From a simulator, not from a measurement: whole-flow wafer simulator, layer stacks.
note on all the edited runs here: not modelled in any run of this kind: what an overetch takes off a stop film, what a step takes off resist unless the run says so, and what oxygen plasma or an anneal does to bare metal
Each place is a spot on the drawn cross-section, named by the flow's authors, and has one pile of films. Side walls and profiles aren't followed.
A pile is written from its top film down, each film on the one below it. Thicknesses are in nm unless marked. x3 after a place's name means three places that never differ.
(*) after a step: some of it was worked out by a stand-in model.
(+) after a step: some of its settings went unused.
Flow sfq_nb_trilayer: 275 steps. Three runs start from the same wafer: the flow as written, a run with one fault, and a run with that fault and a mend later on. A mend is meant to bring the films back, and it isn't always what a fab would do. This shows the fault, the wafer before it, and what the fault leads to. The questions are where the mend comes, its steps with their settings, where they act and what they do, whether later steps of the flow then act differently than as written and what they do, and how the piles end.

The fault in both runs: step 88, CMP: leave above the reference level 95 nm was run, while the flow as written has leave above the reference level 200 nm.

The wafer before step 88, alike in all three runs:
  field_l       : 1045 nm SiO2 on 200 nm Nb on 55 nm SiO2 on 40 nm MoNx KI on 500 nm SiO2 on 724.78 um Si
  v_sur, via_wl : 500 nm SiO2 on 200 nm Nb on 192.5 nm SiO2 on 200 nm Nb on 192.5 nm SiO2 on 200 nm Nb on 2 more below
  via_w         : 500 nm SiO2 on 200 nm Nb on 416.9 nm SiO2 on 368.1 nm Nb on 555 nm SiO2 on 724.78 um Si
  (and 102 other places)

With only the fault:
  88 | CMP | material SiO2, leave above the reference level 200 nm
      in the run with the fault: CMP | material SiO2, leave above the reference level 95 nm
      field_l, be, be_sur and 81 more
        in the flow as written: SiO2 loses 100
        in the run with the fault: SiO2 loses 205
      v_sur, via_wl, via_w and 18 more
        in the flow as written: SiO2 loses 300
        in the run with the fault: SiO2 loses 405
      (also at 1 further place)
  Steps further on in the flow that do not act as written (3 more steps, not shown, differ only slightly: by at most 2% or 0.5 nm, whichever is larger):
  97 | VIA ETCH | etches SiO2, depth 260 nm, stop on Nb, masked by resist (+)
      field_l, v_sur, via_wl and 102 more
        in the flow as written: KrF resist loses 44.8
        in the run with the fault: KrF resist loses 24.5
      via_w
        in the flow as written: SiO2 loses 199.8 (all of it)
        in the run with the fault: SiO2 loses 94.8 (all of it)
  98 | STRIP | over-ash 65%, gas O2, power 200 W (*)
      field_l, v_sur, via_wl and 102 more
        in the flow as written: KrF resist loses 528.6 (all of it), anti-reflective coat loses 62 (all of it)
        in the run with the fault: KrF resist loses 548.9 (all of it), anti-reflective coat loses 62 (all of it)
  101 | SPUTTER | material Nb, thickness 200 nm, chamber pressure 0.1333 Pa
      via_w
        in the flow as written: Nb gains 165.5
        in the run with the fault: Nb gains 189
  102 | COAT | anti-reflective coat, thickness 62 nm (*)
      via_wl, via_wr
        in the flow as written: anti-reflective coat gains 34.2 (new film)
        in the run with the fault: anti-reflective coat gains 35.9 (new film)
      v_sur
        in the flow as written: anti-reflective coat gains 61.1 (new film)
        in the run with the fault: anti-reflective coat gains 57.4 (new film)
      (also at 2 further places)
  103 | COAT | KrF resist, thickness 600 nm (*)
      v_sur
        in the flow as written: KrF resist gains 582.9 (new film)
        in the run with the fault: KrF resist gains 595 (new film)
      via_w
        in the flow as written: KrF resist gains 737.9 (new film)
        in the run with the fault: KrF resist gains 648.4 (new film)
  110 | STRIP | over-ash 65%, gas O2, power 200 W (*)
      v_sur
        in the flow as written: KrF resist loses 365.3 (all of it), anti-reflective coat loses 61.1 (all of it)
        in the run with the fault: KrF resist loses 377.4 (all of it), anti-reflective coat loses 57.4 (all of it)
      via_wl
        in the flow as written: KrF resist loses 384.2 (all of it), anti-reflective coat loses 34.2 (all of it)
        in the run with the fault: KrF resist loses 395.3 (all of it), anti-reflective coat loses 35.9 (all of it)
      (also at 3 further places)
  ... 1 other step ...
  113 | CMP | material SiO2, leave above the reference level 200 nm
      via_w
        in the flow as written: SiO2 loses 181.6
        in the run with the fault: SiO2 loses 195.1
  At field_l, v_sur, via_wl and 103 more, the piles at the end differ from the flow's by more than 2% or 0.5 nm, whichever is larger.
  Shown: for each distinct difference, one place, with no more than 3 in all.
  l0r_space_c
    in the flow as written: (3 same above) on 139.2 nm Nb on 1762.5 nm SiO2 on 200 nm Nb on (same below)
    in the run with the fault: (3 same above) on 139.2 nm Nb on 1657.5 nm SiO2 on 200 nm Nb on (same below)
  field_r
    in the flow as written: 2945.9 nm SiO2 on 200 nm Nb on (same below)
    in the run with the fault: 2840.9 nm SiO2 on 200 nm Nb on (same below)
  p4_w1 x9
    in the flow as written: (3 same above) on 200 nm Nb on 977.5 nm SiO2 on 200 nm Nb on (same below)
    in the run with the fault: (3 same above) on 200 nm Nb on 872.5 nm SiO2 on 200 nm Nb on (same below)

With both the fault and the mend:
  The mend follows step 95.
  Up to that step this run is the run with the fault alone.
  95a | STRIP | over-ash 65%, gas O2, power 200 W (*)
      field_l, v_sur, via_wl and 102 more
        KrF resist loses 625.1 (all of it), anti-reflective coat loses 62 (all of it)
      via_w
        anti-reflective coat loses 62 (all of it)
  95b | PECVD | material SiO2, thickness 105 nm, 150 C, 23.33 s, RF power 183.3 W, pressure 2.4 Torr, precursor SiH4/N2O (the flow's step 87, run once more with other settings)
      field_l, v_sur, via_wl and 103 more
        SiO2 gains 105
  95c | COAT | anti-reflective coat, thickness 62 nm (the flow's step 90, run once more)
      field_l, v_sur, via_wl and 103 more
        anti-reflective coat gains 62 (new film)
  95d | COAT | KrF resist, thickness 650 nm (the flow's step 91, run once more)
      field_l, v_sur, via_wl and 103 more
        KrF resist gains 650 (new film)
  95e | SOFTBAKE | KrF resist (the flow's step 92, run once more)
      does not change any film at any place that is followed
  95f | EXPOSE | photomask I2, dose 11.91 mJ/cm2, NA 0.6, wavelength 248 nm (*) (the flow's step 93, run once more)
      does not change any film at any place that is followed
  95g | PEB | KrF resist, 90 s (the flow's step 94, run once more)
      field_l, v_sur, via_wl and 103 more
        KrF resist loses 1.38
  95h | DEVELOP | KrF resist, thickness 650 nm, 60 s (the flow's step 95, run once more)
      field_l, v_sur, via_wl and 102 more
        KrF resist loses 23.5
      via_w
        KrF resist loses 648.6 (all of it)
  Every later step of the flow that is run acts as written, at every place that is followed, to within 2% or 0.5 nm, whichever is larger.
  At every place that both follow, the piles at the end match the flow's.
